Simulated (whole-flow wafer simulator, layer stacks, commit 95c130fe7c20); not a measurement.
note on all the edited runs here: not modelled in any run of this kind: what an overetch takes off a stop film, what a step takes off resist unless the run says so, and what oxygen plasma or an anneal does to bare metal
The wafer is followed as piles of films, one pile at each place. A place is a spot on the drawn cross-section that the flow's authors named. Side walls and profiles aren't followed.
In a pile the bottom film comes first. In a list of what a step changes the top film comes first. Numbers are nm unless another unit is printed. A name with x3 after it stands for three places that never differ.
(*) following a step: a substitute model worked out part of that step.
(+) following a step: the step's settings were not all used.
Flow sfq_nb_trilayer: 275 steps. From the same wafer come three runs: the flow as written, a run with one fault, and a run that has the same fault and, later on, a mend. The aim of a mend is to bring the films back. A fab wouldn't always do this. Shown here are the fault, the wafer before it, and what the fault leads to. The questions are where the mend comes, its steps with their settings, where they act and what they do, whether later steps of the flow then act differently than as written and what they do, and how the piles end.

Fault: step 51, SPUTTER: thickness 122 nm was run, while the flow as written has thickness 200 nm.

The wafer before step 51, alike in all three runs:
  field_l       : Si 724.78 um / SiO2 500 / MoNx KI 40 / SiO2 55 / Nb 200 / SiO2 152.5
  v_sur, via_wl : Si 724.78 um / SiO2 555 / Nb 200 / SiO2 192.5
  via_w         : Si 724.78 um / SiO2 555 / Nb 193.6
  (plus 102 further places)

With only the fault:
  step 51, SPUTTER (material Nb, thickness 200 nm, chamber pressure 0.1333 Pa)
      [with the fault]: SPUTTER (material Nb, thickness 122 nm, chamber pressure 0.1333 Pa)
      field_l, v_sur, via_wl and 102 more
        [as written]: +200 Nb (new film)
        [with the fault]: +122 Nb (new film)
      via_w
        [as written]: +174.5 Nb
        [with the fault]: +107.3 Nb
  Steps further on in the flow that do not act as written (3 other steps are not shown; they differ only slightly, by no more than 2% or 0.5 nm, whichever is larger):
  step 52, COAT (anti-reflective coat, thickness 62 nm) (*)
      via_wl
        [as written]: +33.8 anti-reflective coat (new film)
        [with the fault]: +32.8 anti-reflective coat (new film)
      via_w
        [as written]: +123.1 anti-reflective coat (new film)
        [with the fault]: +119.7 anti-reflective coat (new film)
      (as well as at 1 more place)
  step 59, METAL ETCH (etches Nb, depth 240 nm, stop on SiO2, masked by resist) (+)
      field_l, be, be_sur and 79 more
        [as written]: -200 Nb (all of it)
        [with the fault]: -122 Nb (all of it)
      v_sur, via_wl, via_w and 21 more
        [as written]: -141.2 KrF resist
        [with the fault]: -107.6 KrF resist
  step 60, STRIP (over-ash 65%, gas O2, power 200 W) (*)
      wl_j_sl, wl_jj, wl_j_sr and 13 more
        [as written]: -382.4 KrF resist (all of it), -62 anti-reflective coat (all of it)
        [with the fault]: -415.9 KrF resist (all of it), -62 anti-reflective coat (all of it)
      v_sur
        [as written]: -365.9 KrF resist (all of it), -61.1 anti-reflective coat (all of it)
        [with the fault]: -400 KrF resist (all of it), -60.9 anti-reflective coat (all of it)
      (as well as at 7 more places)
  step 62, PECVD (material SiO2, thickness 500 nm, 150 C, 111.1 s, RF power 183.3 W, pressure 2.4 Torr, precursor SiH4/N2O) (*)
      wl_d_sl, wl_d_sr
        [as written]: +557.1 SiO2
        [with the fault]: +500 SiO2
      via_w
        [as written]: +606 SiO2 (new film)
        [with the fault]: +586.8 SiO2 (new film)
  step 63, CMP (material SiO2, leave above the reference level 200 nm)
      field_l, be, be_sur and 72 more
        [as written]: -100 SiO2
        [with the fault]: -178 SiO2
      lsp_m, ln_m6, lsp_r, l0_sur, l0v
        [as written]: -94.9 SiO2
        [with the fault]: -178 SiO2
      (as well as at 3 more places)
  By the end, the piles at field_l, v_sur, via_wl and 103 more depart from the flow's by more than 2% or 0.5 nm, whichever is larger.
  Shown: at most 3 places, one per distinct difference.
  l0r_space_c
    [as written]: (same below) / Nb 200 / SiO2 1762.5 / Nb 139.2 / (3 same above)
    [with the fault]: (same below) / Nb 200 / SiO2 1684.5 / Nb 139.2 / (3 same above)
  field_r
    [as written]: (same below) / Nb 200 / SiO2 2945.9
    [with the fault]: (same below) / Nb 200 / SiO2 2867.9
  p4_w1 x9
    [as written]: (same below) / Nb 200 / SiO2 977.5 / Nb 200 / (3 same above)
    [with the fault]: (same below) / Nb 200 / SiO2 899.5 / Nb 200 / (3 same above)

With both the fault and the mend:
  The mend stands after step 51.
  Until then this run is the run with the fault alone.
  step 51a, SPUTTER (material Nb, thickness 78 nm, chamber pressure 0.1333 Pa) (the flow's step 51, run once more with other settings)
      field_l, v_sur, via_wl and 102 more
        +78 Nb
      via_w
        +63.1 Nb
  Every later step of the flow that is run acts as written, at every place that is followed, to within 2% or 0.5 nm, whichever is larger.
  The piles end only slightly different from the flow's at the places that both follow, by no more than 2% or 0.5 nm, whichever is larger.
